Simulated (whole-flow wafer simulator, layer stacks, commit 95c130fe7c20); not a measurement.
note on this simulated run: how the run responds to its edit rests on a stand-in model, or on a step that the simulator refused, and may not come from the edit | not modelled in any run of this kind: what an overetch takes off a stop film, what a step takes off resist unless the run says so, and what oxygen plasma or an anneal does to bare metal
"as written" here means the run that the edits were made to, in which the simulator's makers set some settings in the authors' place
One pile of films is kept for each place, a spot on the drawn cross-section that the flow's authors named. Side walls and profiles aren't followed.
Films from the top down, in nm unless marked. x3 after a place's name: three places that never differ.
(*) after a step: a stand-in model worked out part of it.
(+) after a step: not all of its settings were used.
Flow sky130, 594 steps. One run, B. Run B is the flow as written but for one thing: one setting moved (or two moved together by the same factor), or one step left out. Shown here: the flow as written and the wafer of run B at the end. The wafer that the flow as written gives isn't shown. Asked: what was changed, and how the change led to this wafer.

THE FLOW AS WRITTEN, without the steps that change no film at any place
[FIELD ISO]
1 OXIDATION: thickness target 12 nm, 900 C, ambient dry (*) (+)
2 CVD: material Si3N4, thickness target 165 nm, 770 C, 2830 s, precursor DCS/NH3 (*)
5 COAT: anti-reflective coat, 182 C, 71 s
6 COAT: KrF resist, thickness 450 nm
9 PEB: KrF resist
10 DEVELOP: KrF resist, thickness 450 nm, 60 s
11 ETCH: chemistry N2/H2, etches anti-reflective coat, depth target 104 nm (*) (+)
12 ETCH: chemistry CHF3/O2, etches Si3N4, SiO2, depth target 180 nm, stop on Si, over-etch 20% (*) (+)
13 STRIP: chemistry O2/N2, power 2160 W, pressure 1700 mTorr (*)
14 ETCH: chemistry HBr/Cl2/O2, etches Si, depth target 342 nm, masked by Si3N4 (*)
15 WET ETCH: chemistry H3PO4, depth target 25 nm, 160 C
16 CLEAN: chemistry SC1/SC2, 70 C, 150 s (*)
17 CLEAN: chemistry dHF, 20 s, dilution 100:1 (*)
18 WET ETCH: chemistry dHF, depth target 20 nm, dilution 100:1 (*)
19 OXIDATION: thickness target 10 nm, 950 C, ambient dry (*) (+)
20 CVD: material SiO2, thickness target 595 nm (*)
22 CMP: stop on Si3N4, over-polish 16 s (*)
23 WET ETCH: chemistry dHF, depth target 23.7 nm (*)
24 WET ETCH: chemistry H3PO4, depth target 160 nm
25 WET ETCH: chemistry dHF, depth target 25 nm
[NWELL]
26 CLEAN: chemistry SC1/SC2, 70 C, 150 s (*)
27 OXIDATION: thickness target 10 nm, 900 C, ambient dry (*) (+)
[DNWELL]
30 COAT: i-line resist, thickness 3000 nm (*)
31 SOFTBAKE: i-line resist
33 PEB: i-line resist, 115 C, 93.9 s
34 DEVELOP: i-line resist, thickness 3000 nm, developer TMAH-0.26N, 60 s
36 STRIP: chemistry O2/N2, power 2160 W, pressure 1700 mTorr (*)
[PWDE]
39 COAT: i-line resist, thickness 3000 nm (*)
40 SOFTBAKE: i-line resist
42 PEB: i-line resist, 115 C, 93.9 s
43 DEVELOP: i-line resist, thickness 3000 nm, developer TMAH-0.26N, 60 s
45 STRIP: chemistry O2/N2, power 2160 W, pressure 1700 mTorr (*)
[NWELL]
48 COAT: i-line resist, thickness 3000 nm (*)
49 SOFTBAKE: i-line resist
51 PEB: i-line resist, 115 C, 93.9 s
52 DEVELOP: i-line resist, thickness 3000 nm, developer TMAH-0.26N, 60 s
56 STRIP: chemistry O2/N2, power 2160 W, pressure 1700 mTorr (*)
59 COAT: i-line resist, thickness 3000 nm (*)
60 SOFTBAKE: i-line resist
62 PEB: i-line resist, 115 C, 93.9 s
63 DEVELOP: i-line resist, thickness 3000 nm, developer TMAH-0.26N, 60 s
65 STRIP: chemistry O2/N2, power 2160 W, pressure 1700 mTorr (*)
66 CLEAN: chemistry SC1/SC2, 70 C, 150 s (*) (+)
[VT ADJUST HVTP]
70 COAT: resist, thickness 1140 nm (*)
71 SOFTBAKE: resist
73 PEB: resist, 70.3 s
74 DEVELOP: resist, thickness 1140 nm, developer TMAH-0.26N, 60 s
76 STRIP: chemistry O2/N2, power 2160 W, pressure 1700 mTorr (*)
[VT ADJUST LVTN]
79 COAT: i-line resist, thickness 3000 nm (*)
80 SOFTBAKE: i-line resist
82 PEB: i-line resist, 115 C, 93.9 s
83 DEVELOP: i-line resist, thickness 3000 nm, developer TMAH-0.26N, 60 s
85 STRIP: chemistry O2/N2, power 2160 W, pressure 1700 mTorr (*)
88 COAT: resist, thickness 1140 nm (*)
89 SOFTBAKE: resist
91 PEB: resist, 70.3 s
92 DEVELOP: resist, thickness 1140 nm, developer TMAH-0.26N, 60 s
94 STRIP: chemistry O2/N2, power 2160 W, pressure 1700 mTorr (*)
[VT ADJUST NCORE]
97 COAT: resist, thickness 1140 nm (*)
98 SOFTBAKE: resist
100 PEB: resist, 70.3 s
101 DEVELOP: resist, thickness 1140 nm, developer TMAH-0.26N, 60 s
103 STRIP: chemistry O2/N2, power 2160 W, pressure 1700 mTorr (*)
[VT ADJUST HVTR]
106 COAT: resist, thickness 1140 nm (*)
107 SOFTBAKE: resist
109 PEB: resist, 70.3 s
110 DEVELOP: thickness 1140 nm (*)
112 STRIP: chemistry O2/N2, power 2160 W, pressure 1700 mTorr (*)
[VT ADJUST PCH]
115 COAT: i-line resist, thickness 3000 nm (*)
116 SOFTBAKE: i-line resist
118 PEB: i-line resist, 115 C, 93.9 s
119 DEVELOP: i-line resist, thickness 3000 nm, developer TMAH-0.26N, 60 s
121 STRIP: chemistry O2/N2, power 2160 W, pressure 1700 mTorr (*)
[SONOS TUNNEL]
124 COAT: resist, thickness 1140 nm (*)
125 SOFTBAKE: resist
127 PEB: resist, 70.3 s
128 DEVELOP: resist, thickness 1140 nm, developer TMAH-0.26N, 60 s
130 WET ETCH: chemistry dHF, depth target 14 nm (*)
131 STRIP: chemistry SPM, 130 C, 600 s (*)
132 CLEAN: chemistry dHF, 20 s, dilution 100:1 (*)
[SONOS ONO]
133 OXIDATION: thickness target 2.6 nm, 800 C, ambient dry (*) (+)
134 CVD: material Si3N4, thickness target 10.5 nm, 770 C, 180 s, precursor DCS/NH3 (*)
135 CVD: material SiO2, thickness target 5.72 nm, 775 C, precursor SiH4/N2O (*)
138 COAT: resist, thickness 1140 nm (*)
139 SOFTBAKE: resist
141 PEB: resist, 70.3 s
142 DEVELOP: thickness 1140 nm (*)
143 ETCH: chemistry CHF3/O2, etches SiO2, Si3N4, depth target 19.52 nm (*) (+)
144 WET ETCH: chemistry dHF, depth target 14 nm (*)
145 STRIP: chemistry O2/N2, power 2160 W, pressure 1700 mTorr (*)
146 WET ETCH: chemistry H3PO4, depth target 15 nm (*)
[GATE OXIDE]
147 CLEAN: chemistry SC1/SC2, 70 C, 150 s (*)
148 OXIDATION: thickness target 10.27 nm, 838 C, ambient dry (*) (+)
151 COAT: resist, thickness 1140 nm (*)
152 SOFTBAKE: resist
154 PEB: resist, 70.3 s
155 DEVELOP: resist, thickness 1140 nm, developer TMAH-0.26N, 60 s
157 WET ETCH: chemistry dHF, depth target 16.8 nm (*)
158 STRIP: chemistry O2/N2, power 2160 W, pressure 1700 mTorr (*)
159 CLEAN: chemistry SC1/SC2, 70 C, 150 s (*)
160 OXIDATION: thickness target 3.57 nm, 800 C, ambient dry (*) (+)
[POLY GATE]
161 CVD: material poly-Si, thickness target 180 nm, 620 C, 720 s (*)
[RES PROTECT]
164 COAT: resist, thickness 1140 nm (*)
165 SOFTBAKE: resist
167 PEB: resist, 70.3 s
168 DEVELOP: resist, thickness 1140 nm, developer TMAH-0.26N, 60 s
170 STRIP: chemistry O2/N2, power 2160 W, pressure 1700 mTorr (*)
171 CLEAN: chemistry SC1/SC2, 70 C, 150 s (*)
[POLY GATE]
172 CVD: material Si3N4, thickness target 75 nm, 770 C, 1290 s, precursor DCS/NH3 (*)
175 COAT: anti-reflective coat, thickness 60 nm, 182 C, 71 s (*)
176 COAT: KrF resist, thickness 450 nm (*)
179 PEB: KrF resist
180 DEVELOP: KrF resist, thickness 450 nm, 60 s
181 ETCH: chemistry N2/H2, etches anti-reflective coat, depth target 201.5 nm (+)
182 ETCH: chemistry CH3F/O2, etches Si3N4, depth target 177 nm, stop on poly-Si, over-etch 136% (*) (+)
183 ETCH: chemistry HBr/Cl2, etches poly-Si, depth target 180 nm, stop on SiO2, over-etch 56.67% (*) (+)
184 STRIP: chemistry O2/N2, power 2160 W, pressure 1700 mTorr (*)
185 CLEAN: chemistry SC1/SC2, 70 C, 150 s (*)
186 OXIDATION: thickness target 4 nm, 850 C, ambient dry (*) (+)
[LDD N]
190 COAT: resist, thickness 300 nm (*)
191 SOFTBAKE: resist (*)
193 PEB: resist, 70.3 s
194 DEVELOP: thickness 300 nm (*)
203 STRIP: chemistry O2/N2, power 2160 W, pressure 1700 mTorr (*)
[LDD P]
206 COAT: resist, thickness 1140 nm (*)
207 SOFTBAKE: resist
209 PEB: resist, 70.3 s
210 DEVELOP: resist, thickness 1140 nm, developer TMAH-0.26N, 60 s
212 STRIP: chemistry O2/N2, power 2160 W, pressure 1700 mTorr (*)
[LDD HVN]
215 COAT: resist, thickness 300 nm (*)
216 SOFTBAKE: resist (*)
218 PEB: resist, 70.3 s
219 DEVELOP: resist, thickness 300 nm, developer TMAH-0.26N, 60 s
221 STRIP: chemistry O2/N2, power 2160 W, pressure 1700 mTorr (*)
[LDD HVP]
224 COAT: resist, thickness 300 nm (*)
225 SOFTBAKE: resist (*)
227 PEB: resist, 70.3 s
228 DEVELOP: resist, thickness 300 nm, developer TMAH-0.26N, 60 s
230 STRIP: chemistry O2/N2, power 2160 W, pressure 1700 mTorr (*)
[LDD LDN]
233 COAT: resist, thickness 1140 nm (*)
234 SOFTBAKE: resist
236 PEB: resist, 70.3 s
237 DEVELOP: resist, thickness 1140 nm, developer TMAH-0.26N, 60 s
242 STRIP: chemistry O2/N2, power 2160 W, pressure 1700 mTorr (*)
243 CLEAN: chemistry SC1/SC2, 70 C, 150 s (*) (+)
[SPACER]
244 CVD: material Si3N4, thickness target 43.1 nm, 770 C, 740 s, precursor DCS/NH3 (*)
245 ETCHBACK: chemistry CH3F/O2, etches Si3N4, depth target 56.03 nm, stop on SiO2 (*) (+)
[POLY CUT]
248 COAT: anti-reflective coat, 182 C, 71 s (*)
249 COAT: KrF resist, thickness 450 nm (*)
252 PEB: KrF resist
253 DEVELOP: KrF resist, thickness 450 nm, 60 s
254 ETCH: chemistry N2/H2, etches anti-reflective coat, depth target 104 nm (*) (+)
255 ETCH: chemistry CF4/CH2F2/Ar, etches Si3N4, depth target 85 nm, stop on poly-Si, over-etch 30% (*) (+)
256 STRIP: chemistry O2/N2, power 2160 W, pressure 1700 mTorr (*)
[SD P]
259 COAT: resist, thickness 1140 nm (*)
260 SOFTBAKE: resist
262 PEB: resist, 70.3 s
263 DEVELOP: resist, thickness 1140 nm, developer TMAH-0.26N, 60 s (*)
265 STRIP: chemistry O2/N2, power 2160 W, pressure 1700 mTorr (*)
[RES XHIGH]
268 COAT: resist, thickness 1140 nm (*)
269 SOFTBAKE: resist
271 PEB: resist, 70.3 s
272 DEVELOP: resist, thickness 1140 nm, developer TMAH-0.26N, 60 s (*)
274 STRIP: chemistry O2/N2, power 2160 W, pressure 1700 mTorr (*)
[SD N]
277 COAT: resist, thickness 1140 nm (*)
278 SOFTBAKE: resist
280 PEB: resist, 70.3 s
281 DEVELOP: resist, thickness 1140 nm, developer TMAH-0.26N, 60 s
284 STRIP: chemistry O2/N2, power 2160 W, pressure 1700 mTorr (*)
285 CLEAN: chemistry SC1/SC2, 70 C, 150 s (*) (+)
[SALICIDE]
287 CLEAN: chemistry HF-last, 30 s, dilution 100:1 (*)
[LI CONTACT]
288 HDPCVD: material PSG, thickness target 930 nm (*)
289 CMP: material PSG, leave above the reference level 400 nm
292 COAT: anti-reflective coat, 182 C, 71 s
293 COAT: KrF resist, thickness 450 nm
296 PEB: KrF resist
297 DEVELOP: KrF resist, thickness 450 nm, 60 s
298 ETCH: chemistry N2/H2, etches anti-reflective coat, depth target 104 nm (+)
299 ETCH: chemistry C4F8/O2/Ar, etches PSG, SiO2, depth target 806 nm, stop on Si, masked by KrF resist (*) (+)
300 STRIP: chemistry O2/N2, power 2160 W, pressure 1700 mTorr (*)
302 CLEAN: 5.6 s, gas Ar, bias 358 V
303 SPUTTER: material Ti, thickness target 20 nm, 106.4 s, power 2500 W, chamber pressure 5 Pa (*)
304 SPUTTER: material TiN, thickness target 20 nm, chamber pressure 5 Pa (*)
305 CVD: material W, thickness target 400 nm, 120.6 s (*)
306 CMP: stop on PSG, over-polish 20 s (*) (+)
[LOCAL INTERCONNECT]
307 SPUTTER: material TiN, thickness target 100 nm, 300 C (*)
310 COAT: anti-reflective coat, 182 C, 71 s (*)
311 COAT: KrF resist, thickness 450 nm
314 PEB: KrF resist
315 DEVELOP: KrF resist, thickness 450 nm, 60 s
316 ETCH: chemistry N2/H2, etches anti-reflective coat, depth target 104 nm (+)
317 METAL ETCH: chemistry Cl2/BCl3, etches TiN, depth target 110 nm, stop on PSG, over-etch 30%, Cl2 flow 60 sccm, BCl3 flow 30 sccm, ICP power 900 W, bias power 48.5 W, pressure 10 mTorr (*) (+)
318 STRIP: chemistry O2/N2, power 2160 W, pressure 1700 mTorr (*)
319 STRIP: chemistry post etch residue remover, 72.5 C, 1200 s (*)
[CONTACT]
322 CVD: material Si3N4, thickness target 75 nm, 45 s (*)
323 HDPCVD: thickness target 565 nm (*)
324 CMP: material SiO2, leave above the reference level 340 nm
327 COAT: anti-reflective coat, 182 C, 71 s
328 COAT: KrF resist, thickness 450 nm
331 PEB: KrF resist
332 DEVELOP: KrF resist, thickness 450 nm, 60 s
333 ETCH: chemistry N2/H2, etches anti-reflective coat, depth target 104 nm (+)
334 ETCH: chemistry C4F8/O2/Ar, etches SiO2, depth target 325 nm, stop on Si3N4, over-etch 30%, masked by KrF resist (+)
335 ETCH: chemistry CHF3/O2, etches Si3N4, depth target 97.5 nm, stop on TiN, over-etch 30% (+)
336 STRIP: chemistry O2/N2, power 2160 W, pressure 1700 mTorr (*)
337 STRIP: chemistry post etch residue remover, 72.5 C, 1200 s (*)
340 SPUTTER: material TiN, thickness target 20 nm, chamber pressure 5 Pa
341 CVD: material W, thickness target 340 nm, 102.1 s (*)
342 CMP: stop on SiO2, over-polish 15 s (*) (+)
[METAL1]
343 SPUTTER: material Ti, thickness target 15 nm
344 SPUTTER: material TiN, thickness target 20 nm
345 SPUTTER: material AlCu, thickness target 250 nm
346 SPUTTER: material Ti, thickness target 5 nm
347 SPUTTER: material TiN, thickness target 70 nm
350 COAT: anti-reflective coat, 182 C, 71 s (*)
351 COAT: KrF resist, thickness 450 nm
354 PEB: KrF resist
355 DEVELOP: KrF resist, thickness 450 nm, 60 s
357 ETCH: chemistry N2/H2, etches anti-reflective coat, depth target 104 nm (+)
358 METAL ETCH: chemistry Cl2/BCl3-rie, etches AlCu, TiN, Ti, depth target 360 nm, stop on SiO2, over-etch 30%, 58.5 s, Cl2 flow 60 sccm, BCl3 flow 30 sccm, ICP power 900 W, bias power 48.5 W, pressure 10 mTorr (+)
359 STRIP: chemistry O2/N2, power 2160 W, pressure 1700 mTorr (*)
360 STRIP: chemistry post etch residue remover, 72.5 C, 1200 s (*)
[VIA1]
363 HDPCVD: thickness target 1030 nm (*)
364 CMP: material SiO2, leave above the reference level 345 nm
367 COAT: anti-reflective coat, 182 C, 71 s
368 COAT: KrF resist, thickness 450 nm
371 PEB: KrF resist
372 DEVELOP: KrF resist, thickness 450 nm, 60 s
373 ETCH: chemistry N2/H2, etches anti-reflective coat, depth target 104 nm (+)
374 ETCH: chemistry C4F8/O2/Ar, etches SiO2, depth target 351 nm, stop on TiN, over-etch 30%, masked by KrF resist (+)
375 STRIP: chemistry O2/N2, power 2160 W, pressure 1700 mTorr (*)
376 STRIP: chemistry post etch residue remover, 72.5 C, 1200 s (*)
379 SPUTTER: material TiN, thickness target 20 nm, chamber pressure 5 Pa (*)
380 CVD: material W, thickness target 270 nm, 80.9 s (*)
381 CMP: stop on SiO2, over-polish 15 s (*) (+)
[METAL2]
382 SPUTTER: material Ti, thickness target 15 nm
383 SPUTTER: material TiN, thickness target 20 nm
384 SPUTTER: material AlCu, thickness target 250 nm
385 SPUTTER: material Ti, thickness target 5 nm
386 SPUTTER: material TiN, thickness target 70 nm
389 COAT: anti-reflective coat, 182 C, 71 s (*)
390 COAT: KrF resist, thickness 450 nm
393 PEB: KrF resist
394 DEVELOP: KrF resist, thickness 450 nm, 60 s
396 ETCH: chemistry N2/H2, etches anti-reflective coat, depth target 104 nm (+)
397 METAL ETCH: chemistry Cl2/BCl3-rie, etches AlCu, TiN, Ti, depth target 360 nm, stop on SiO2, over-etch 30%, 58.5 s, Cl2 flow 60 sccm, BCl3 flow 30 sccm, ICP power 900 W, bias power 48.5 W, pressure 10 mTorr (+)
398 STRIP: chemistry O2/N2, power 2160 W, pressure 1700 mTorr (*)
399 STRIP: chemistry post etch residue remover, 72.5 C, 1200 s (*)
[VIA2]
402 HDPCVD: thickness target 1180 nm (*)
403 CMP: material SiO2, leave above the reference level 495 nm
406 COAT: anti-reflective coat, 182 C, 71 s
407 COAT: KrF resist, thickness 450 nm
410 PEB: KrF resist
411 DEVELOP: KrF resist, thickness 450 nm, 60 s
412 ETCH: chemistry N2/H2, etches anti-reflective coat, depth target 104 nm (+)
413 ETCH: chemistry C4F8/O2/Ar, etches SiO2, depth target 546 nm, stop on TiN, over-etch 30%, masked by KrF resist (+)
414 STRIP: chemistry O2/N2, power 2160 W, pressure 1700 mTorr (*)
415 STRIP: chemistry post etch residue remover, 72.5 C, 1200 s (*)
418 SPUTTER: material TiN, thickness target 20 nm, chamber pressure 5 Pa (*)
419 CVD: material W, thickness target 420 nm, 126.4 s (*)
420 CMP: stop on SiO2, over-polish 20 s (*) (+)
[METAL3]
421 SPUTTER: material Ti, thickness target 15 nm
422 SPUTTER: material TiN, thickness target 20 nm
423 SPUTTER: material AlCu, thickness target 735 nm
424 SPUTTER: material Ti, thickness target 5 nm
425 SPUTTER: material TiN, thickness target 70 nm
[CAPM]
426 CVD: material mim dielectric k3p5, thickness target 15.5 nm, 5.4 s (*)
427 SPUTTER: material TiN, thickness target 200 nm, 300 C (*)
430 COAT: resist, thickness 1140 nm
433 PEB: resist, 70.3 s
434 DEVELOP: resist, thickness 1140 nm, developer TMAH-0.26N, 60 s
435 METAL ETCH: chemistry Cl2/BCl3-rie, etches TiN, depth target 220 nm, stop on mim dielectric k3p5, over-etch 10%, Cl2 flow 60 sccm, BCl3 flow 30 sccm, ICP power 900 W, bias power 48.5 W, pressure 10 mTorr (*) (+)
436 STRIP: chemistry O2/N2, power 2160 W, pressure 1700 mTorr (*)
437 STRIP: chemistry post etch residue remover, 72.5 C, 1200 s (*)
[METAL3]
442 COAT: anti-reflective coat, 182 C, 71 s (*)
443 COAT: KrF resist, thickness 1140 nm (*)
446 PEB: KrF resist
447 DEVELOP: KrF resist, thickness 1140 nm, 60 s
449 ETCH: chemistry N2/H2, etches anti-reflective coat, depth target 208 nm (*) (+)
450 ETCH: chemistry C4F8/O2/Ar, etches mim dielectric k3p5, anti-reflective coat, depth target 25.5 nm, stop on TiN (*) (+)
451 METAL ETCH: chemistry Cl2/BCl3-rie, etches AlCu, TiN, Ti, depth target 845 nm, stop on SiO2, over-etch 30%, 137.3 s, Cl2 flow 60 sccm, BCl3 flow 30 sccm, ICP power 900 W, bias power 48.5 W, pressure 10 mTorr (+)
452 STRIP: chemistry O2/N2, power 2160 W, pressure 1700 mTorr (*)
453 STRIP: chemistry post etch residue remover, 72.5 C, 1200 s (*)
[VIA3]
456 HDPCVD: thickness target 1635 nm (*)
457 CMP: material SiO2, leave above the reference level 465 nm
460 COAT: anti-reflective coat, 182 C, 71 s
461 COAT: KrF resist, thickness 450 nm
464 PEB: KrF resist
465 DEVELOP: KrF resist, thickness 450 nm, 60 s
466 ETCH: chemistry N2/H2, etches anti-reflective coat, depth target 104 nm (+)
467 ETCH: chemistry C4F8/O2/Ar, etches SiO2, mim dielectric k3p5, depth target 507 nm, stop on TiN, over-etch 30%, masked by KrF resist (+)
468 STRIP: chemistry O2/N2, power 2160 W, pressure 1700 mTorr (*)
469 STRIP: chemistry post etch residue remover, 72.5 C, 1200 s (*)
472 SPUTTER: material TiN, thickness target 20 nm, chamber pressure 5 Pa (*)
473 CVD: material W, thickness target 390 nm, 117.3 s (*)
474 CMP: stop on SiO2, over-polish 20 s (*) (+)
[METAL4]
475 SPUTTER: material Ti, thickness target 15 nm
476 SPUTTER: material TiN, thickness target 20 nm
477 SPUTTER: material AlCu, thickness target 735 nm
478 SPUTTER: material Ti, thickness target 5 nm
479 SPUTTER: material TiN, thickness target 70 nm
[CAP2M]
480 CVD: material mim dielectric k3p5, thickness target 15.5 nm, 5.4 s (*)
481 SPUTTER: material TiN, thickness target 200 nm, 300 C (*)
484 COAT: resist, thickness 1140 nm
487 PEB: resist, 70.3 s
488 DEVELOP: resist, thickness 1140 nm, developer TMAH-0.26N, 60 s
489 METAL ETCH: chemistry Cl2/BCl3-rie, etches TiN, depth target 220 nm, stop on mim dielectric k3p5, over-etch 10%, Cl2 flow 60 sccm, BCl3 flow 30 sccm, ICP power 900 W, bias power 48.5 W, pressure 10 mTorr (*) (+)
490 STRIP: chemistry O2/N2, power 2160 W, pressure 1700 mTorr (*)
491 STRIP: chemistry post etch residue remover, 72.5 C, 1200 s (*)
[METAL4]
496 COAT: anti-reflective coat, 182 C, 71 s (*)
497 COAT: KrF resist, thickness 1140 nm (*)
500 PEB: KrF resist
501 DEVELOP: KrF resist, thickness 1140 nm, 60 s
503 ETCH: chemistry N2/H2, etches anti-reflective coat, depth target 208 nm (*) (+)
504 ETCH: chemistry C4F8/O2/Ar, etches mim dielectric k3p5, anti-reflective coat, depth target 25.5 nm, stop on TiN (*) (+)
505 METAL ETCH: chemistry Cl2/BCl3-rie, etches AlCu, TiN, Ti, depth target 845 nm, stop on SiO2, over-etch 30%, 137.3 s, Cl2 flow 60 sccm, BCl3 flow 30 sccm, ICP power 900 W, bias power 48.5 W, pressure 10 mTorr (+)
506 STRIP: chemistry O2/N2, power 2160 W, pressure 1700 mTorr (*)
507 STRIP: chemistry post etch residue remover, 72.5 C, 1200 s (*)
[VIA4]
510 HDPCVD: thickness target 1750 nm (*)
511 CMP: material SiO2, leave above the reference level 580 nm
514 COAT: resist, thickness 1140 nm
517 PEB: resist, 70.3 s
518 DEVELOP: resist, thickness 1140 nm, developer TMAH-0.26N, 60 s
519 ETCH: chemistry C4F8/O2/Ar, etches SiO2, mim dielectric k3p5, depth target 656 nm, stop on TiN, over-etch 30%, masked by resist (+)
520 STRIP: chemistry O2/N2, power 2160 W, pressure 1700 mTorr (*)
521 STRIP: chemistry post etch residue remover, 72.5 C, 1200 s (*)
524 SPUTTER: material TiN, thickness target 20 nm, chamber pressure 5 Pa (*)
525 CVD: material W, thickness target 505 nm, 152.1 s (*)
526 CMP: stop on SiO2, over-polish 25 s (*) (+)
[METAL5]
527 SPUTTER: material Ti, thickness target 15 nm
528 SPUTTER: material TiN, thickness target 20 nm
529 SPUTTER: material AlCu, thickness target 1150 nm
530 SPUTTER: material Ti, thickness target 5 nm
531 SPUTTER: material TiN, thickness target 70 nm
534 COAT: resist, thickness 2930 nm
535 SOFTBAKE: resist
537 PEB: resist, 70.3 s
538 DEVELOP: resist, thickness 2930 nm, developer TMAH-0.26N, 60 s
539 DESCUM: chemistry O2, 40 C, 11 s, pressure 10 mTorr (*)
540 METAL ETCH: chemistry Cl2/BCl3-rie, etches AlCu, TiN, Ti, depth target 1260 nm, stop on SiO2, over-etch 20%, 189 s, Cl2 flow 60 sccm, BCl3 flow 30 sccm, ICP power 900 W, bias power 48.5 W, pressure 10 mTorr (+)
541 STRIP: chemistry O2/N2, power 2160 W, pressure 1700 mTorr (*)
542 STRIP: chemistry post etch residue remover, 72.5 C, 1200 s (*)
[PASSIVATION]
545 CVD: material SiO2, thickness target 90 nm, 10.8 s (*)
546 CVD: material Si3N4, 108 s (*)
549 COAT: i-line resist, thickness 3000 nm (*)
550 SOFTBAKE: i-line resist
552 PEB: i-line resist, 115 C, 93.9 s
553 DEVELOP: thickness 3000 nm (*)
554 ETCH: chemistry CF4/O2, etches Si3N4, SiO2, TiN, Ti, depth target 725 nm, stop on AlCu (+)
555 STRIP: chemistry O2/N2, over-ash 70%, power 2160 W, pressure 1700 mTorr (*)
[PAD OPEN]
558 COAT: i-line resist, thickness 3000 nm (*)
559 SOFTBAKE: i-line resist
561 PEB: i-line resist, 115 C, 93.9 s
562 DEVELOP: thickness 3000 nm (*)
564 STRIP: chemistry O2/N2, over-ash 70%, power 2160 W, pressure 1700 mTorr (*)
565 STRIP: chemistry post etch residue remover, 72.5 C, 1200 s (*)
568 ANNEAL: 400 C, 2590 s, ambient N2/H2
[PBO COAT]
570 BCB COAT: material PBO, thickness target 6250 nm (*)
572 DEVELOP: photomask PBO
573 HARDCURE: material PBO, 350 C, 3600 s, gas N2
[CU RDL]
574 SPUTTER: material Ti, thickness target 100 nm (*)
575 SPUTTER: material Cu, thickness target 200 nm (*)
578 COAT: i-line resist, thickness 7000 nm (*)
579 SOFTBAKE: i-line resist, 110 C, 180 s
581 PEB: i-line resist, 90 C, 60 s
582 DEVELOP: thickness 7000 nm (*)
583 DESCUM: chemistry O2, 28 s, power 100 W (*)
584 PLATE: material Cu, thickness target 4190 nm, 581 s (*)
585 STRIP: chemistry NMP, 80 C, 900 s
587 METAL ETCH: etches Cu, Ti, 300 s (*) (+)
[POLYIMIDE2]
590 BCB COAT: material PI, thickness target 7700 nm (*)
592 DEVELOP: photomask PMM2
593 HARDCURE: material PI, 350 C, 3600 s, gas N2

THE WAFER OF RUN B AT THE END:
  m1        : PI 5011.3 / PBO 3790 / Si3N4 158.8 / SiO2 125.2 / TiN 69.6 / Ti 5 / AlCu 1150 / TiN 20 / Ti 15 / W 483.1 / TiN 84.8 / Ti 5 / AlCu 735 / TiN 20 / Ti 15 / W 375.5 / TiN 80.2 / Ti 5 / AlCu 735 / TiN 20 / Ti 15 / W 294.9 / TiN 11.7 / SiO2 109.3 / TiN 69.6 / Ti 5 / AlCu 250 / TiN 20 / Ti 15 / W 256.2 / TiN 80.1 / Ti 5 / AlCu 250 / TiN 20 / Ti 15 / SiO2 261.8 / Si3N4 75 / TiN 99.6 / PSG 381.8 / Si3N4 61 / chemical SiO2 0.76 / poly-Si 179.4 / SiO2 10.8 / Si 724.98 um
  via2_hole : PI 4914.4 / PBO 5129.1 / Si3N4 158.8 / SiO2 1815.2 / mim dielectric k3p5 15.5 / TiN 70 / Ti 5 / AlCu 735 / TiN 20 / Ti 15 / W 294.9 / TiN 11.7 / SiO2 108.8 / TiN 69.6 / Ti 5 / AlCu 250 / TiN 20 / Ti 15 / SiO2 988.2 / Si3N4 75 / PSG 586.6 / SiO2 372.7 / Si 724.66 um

The cause: step 413, ETCH: depth target 311 nm was run, where the flow has depth target 546 nm.

How the change led to this, step by step:
  413 ETCH: chemistry C4F8/O2/Ar, etches SiO2, depth target 546 nm, stop on TiN, over-etch 30%, masked by KrF resist (+)
      m1: SiO2 -311 (as written it would be: SiO2 -420.3 (all of it))
      via2_hole: SiO2 -311 (as written it would be: SiO2 -419.8 (all of it))
      (and at 189 more places)
  414 STRIP: chemistry O2/N2, power 2160 W, pressure 1700 mTorr (*)
      field, active, n_well and 186 more: KrF resist -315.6 (all of it), anti-reflective coat -80 (all of it) (as written it would be: KrF resist -268.6 (all of it), anti-reflective coat -80 (all of it))
  418 SPUTTER: material TiN, thickness target 20 nm, chamber pressure 5 Pa (*)
      m1, via2_hole: TiN +11.7 (new film) (as written it would be: TiN +10.2)
  419 CVD: material W, thickness target 420 nm, 126.4 s (*)
      m1: W +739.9 (new film) (as written it would be: W +851.1 (new film))
      via2_hole: W +739.9 (new film) (as written it would be: W +850.7 (new film))
Counting metal films that touch as one body, m1 has 3 bodies (between them, from the top down: SiO2 109.3; SiO2 261.8 / Si3N4 75); the flow as written gives 2 bodies (between them, from the top down: SiO2 261.8 / Si3N4 75).
Counting metal films that touch as one body, via2_hole has 2 bodies (between them, from the top down: SiO2 108.8); the flow as written gives 1 body.
